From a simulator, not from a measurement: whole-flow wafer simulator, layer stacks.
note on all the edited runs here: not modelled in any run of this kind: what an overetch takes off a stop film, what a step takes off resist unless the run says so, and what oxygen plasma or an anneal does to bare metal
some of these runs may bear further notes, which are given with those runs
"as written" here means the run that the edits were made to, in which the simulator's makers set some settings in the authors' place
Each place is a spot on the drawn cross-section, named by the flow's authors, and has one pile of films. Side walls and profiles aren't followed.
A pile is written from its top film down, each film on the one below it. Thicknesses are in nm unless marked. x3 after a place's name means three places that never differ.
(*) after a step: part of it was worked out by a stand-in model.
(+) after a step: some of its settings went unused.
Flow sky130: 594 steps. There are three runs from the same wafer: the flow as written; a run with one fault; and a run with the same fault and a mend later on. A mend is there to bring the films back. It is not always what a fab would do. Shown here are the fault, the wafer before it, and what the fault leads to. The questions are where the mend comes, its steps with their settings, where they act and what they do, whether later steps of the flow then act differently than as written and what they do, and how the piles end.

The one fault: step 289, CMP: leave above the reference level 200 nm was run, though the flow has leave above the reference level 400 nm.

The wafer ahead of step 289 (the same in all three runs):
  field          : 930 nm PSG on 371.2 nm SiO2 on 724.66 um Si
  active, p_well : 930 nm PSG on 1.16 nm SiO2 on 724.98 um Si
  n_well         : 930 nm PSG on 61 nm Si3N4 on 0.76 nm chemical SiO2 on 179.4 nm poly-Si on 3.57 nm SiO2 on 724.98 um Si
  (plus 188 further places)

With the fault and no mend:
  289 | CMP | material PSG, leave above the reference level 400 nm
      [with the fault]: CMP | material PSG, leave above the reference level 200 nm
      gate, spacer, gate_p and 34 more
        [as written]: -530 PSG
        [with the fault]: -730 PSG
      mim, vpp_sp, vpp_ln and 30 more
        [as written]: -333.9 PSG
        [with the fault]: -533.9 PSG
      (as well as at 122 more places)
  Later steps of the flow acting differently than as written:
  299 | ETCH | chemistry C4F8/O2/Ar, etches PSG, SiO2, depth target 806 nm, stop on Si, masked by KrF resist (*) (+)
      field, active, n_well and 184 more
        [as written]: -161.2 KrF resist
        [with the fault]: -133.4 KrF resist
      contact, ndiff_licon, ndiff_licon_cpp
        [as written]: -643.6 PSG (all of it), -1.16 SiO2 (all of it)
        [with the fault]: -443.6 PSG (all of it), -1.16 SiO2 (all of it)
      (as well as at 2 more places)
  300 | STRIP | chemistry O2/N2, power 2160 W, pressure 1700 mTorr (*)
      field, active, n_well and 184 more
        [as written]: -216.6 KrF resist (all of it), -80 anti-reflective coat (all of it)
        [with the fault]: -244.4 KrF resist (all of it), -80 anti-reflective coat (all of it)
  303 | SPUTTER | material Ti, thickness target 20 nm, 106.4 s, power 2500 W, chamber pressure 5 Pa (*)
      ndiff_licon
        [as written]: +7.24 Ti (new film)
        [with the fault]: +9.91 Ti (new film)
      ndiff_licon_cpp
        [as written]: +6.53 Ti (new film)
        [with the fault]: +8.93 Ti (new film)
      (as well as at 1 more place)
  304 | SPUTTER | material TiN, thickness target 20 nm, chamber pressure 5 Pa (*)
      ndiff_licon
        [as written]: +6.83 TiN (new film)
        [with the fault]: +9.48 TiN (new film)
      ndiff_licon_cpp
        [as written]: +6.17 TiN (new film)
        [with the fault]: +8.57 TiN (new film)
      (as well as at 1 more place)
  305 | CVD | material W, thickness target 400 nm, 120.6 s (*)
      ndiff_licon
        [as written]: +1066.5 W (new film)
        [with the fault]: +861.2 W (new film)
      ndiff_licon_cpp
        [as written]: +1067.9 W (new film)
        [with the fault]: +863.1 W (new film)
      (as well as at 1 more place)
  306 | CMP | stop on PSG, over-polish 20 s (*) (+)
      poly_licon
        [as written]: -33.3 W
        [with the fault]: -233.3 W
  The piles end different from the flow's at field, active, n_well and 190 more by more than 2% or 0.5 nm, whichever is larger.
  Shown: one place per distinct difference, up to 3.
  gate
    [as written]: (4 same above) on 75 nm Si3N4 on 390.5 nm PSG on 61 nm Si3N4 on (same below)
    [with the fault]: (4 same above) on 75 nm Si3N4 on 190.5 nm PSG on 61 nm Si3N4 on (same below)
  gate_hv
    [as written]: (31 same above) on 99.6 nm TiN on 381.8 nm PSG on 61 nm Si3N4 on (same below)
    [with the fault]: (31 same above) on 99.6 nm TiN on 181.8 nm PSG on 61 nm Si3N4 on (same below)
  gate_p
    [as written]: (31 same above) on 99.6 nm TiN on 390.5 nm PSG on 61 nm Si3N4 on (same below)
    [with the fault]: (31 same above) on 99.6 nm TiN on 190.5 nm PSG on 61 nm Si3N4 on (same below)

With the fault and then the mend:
  The mend stands after step 289.
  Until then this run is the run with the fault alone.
  289a | HDPCVD | material PSG, thickness target 200 nm (*) (the flow's step 288 again, with other settings)
      field, active, n_well and 189 more
        +200 PSG
  None of the later steps of the flow differs from how it acts as written, at any place that is followed, by more than 2% or 0.5 nm, whichever is larger.
  When the end is reached, the piles differ only a little from the flow's at the places that both follow, at most by 2% or 0.5 nm, whichever is larger.
